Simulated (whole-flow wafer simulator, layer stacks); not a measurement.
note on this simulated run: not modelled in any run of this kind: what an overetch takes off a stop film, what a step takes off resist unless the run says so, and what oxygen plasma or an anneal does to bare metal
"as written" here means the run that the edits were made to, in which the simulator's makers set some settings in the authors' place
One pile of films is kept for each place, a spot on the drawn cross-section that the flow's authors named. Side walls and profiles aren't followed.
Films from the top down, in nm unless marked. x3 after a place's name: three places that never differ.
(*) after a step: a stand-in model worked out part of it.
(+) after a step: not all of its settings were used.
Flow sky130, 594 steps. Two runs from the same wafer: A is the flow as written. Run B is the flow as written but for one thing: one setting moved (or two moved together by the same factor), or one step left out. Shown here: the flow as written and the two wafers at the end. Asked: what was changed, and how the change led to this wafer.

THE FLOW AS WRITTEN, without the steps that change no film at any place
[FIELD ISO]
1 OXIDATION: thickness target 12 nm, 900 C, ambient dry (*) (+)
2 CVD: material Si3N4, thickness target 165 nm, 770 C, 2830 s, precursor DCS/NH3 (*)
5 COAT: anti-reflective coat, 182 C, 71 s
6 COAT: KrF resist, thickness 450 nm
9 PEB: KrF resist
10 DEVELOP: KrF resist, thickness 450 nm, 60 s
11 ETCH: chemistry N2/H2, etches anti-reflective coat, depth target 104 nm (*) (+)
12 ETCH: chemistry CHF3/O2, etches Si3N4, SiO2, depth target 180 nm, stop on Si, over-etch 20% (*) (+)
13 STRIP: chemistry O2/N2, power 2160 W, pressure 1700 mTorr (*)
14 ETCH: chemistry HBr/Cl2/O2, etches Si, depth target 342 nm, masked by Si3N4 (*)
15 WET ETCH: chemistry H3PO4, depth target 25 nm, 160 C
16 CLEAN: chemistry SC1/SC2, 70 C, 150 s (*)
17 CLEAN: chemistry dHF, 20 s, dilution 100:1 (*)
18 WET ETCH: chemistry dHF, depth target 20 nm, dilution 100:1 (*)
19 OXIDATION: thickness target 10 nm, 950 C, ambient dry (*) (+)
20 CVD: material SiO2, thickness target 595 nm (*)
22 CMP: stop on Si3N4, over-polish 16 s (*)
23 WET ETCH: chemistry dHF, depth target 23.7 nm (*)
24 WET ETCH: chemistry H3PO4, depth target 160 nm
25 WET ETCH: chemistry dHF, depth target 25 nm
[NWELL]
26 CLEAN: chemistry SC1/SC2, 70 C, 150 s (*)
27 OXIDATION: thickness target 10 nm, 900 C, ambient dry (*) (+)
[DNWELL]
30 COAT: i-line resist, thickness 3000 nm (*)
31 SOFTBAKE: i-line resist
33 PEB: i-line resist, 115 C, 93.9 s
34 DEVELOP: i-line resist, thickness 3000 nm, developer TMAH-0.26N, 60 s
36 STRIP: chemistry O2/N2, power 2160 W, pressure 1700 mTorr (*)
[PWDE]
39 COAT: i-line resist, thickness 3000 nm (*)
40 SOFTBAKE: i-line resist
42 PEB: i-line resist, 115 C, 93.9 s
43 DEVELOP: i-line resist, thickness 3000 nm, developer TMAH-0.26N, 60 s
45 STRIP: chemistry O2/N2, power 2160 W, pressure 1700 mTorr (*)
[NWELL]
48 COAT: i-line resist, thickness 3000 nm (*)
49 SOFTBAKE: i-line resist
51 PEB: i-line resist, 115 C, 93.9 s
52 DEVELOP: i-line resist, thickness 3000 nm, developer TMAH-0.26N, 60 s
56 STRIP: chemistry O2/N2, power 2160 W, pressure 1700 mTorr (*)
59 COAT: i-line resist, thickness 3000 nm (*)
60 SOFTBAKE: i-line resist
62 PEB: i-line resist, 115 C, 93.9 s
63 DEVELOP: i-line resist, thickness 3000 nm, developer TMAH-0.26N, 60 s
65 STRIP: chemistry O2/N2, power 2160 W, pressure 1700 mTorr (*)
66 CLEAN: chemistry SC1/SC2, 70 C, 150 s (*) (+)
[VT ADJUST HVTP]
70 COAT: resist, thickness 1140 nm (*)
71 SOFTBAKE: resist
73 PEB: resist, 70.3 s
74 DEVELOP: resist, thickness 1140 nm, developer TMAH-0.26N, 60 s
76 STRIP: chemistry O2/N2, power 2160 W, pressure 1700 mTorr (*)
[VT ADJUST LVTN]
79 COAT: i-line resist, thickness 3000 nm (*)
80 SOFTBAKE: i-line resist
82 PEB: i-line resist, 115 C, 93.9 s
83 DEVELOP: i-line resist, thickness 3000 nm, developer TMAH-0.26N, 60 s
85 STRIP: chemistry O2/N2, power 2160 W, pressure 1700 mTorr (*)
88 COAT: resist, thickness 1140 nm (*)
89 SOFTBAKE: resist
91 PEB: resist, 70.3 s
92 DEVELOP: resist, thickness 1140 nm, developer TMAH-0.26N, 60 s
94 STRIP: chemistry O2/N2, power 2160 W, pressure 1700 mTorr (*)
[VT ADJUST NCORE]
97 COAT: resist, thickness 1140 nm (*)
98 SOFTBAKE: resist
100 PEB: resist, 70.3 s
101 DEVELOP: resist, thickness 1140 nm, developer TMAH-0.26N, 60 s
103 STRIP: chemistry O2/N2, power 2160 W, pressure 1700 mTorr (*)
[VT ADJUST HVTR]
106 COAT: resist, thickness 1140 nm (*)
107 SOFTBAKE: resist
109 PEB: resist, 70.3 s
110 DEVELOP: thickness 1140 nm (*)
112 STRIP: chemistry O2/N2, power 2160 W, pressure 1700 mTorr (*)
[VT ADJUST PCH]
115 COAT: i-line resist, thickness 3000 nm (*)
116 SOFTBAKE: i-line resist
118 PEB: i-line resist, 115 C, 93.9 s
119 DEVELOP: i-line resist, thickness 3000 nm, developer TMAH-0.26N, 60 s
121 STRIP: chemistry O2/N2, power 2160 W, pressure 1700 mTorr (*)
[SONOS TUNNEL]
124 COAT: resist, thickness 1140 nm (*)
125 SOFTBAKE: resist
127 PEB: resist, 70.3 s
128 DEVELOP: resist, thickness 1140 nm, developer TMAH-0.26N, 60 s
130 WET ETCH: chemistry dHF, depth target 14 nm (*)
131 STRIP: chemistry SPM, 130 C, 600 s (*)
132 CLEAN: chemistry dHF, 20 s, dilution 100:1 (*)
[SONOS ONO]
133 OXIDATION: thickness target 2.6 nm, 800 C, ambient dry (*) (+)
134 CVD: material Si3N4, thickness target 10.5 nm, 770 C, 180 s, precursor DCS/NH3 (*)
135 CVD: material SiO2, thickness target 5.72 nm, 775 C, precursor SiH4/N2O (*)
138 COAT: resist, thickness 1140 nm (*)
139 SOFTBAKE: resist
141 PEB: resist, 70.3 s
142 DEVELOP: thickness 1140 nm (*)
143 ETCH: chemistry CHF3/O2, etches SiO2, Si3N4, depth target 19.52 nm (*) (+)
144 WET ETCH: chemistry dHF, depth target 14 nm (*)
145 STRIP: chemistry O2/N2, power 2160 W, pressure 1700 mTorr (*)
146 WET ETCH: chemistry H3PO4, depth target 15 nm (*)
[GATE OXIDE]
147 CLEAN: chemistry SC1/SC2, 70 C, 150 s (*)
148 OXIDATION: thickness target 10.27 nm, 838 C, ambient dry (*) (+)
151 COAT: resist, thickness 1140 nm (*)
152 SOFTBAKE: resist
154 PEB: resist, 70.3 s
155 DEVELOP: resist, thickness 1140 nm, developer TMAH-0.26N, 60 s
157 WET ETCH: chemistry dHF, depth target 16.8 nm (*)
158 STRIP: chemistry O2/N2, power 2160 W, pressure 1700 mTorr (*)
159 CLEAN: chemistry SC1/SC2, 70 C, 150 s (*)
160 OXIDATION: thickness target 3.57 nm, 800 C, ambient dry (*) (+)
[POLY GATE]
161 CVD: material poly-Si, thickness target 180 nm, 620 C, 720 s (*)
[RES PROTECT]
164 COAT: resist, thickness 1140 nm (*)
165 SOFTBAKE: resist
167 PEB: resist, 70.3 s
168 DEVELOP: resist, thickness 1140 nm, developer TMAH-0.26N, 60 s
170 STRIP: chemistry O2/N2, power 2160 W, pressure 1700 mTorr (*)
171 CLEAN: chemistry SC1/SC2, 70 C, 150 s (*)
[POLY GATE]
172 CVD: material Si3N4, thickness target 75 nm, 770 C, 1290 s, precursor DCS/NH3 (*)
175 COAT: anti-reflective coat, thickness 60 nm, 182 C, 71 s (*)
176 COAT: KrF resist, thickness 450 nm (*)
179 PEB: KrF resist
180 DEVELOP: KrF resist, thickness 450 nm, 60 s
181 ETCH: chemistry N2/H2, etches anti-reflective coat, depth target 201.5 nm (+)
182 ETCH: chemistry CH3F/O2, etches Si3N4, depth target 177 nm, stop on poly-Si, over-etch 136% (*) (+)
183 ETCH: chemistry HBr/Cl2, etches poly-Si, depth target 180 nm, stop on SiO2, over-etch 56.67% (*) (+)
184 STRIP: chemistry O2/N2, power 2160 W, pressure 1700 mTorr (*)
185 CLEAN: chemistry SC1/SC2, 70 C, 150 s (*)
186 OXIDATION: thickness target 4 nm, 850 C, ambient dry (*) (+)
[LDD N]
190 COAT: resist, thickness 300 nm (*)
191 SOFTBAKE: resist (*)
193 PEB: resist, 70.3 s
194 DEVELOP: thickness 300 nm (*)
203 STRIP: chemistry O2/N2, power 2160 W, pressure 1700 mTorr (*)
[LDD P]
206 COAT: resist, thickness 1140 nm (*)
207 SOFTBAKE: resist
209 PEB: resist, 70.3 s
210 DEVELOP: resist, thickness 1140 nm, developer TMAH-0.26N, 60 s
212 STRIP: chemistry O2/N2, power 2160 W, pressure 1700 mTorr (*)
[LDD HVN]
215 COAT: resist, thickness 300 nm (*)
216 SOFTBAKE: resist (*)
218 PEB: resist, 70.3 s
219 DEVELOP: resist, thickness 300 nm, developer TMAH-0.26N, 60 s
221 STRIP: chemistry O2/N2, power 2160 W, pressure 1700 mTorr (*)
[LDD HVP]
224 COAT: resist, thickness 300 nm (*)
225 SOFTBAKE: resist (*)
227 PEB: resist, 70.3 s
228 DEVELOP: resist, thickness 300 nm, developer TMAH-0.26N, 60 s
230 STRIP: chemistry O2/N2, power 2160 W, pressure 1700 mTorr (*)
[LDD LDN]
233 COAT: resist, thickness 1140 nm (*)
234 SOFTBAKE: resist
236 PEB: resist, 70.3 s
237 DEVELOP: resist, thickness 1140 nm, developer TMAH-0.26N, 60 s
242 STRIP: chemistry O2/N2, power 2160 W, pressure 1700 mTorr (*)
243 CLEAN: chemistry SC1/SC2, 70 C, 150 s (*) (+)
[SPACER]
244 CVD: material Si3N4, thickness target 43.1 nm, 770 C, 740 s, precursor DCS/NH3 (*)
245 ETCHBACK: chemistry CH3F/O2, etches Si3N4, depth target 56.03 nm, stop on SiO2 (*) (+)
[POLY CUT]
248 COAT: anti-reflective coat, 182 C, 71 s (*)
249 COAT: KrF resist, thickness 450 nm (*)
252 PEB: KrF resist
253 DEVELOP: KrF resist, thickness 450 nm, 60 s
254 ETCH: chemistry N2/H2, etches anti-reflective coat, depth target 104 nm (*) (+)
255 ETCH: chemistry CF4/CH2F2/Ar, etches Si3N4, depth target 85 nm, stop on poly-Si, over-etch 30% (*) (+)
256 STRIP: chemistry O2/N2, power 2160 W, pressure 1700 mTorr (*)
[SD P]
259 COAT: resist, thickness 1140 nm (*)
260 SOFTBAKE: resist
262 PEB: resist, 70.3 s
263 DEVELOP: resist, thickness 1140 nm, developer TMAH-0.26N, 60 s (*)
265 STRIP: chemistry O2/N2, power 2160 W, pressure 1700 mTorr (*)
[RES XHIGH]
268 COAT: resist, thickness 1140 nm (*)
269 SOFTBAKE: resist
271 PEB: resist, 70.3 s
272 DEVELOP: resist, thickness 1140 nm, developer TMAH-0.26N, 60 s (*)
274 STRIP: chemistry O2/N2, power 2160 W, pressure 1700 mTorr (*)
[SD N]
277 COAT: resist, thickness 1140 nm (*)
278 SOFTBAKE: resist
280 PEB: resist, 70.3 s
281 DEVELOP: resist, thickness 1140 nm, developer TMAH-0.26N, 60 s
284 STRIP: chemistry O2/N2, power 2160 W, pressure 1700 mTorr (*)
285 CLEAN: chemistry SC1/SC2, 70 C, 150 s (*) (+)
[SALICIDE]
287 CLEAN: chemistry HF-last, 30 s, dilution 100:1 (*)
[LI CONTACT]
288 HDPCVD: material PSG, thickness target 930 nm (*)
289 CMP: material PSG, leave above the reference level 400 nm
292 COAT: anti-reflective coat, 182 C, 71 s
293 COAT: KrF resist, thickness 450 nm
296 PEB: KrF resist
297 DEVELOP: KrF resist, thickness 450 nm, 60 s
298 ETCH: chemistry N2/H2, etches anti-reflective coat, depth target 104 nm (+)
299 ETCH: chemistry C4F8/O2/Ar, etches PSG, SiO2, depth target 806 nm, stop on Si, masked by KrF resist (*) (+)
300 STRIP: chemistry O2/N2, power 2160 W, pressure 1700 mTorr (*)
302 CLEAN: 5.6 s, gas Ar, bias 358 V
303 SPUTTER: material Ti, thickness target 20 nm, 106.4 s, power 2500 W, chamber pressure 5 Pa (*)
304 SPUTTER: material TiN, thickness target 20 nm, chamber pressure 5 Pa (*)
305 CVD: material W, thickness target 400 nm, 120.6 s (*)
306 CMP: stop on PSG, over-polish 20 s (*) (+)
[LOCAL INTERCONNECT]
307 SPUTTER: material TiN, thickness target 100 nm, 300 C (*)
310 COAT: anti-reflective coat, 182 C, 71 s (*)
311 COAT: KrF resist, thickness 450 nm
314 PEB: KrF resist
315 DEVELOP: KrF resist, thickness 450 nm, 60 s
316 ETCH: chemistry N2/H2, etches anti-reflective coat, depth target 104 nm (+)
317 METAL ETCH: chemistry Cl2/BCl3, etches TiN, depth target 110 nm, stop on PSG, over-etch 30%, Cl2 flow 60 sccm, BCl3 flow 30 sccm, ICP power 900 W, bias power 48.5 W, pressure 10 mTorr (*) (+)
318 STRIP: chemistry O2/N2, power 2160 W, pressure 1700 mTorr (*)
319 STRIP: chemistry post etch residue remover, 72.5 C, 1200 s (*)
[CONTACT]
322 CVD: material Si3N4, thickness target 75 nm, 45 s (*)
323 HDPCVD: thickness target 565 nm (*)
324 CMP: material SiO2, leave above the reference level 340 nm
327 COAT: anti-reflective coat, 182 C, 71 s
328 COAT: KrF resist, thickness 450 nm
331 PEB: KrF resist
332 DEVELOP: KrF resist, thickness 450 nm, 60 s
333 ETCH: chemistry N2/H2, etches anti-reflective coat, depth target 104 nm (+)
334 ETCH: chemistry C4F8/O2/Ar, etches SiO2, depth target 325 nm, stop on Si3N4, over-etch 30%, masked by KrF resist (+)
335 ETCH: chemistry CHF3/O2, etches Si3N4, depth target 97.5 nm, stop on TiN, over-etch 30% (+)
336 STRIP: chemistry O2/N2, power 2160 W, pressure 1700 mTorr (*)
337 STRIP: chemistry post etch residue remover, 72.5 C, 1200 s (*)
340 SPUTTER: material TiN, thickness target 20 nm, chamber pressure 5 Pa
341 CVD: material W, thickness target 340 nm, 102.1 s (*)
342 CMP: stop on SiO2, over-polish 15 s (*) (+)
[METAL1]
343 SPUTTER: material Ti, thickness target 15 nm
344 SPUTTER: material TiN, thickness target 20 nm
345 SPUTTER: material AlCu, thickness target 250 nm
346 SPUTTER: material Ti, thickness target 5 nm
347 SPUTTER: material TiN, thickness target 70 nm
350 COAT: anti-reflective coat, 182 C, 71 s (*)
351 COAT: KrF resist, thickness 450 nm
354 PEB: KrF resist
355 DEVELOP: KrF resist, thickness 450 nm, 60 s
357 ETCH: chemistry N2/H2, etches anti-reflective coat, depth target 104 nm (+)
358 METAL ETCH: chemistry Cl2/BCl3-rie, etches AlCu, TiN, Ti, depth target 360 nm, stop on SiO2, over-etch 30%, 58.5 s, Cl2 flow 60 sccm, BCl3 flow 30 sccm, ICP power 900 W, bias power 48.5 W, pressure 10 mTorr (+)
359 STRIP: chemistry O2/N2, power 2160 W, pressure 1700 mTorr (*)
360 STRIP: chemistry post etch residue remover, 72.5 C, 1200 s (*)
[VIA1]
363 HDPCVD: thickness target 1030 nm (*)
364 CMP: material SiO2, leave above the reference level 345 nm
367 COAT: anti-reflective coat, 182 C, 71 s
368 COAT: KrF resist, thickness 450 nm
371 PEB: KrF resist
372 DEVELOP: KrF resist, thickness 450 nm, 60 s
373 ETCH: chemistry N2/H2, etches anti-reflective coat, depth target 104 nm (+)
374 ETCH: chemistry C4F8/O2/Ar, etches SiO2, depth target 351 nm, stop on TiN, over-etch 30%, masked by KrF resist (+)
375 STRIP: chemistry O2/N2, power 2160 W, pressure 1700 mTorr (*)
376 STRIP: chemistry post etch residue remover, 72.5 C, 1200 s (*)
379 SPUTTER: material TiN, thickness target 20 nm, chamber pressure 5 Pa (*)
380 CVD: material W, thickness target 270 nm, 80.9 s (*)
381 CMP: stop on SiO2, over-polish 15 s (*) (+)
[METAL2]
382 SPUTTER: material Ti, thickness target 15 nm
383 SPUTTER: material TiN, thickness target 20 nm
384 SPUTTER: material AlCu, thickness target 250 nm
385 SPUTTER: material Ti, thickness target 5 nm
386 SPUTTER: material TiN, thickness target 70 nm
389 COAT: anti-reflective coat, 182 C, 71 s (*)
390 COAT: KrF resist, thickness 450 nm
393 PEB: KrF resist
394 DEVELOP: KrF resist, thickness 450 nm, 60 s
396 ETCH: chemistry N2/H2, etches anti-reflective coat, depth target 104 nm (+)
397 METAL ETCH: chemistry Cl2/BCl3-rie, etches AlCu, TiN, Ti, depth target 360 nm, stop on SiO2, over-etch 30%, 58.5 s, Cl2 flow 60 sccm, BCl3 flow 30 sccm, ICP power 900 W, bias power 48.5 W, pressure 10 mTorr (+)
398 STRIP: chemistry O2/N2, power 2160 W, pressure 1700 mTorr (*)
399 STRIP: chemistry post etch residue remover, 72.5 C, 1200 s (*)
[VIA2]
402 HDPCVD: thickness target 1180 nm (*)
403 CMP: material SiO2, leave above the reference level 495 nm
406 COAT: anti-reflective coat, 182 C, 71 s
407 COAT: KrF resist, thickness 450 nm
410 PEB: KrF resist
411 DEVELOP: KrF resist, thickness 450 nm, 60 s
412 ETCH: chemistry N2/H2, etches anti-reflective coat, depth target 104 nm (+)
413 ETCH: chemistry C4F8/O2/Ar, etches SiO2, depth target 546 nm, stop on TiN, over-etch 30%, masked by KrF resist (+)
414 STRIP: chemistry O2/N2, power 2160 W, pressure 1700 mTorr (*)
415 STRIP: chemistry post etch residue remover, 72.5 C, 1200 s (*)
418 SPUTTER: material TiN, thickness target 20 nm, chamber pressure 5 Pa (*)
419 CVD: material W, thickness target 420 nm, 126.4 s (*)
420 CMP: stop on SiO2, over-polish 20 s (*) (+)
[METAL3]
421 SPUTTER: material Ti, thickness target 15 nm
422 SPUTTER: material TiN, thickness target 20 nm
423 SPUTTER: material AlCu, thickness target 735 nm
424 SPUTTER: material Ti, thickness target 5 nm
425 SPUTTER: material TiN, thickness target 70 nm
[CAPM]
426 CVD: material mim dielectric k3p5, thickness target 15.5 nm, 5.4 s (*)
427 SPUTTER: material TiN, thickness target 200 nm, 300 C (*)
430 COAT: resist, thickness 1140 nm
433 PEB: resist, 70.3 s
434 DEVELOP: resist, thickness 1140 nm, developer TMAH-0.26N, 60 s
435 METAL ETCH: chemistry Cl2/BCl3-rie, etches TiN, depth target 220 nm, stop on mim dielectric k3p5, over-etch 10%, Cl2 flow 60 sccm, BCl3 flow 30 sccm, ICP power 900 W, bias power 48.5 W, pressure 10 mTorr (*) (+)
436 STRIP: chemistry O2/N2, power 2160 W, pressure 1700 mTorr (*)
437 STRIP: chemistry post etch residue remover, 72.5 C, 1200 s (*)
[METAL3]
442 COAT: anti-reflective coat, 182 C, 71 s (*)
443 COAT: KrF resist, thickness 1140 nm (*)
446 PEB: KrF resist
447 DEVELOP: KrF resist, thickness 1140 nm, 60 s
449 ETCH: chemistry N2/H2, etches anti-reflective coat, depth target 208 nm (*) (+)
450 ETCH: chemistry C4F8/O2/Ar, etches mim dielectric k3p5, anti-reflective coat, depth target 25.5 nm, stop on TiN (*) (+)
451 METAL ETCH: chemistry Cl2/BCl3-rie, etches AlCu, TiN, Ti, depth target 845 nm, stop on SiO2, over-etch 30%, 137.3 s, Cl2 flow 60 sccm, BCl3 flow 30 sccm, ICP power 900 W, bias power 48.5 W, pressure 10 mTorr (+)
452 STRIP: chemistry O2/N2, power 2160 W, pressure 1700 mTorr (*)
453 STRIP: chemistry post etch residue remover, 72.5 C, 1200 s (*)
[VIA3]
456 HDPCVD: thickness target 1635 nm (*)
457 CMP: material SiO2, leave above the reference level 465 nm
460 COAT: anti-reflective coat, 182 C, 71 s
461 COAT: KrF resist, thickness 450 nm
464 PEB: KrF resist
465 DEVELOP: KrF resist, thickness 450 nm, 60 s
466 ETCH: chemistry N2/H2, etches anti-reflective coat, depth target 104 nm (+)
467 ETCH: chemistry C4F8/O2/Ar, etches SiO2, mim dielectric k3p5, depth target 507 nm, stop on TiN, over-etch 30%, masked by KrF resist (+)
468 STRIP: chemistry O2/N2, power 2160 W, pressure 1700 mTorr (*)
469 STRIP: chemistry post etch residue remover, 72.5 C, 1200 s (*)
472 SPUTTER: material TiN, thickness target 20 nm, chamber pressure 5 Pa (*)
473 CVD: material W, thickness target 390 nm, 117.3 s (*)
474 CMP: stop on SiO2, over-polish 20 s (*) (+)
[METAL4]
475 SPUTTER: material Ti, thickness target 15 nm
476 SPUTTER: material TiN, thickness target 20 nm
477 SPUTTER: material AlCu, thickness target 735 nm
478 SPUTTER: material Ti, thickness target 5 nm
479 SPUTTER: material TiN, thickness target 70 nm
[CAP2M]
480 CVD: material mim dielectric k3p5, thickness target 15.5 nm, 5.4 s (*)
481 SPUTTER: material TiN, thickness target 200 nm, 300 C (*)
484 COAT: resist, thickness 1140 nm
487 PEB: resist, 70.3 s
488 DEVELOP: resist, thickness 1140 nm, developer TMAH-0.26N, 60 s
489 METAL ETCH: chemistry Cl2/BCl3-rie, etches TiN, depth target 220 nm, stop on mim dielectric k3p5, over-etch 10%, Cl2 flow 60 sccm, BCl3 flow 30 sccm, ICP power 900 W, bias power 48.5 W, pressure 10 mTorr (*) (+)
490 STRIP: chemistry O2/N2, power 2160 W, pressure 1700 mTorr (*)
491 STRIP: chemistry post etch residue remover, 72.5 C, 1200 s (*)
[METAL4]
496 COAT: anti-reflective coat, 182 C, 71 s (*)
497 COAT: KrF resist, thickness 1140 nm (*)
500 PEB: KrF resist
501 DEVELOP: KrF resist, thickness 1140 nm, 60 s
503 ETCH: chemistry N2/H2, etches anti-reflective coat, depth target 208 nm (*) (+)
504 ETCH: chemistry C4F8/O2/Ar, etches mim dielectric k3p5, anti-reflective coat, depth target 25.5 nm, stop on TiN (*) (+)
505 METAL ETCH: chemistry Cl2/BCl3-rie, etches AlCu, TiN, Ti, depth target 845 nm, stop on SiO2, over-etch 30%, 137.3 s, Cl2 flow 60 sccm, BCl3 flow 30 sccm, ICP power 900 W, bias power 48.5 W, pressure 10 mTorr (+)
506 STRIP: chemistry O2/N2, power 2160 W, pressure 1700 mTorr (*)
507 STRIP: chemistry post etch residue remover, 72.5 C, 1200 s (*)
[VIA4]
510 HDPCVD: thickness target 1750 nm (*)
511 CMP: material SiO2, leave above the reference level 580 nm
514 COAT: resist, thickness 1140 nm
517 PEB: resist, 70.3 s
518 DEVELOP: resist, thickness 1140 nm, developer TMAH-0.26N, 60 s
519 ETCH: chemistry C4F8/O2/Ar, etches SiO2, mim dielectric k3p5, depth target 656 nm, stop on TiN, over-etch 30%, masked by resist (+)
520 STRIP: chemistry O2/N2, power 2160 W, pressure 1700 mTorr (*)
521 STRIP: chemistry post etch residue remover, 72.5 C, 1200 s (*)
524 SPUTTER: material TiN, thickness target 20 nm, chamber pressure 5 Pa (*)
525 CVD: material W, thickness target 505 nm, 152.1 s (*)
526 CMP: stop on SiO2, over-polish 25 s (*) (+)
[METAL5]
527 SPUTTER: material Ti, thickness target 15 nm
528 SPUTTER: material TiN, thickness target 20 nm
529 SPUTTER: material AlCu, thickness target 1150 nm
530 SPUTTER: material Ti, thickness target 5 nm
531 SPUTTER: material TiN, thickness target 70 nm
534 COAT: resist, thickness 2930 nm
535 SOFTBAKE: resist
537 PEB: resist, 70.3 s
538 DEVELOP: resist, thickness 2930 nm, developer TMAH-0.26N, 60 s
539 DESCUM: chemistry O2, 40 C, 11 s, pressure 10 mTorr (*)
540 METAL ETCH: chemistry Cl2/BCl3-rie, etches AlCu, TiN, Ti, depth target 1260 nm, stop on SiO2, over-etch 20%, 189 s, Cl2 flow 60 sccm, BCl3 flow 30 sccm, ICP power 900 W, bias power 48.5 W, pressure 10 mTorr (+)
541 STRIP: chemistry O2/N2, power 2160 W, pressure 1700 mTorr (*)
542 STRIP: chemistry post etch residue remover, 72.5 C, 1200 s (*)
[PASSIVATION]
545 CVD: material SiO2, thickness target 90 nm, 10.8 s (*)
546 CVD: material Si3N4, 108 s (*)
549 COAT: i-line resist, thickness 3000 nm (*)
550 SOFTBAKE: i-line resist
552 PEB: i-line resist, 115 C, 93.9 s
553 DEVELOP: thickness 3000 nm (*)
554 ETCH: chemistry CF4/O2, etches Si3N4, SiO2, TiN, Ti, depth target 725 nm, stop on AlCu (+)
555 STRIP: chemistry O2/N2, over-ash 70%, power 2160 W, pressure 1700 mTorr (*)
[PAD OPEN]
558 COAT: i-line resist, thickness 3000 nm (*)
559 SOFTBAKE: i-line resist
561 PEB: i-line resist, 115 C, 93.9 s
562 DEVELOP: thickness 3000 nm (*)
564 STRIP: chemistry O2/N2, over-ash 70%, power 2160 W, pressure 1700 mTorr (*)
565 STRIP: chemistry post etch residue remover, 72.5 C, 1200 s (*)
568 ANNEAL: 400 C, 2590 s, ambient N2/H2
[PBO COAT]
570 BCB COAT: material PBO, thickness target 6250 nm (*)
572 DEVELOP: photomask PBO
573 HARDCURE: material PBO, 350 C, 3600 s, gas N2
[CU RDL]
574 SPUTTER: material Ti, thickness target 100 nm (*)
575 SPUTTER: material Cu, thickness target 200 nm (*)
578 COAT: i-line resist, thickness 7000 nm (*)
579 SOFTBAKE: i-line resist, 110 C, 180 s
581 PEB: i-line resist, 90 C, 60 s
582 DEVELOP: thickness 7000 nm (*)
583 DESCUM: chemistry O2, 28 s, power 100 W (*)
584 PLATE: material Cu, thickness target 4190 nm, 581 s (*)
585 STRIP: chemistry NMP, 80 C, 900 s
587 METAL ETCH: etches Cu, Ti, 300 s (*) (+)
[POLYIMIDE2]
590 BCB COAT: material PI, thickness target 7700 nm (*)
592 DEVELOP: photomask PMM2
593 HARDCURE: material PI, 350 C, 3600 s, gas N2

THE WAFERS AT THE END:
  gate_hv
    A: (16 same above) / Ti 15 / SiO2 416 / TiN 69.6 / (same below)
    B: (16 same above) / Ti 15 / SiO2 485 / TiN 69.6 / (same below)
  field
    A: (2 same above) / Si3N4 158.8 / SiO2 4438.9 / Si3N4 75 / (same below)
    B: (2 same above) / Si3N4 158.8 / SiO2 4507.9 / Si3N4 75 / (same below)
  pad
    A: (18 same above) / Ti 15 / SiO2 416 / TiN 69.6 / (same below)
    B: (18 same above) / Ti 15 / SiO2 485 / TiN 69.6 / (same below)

The cause: step 403, CMP: leave above the reference level 564 nm was run, where the flow has leave above the reference level 495 nm.

How the change led to this, step by step:
  403 CMP: material SiO2, leave above the reference level 495 nm
      n_well, p_well, gate_hv and 101 more: A SiO2 -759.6 | B SiO2 -690.6
      field, active, gate and 82 more: A SiO2 -389.1 | B SiO2 -320.1
      (and at 2 more places)
  413 ETCH: chemistry C4F8/O2/Ar, etches SiO2, depth target 546 nm, stop on TiN, over-etch 30%, masked by KrF resist (+)
      m1: A SiO2 -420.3 (all of it) | B SiO2 -489.3 (all of it)
      via2_hole: A SiO2 -419.8 (all of it) | B SiO2 -488.8 (all of it)
  418 SPUTTER: material TiN, thickness target 20 nm, chamber pressure 5 Pa (*)
      m1: A TiN +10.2 | B TiN +9.31
      via2_hole: A TiN +10.2 | B TiN +9.3
  419 CVD: material W, thickness target 420 nm, 126.4 s (*)
      m1: A W +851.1 (new film) | B W +921 (new film)
      via2_hole: A W +850.7 (new film) | B W +920.5 (new film)
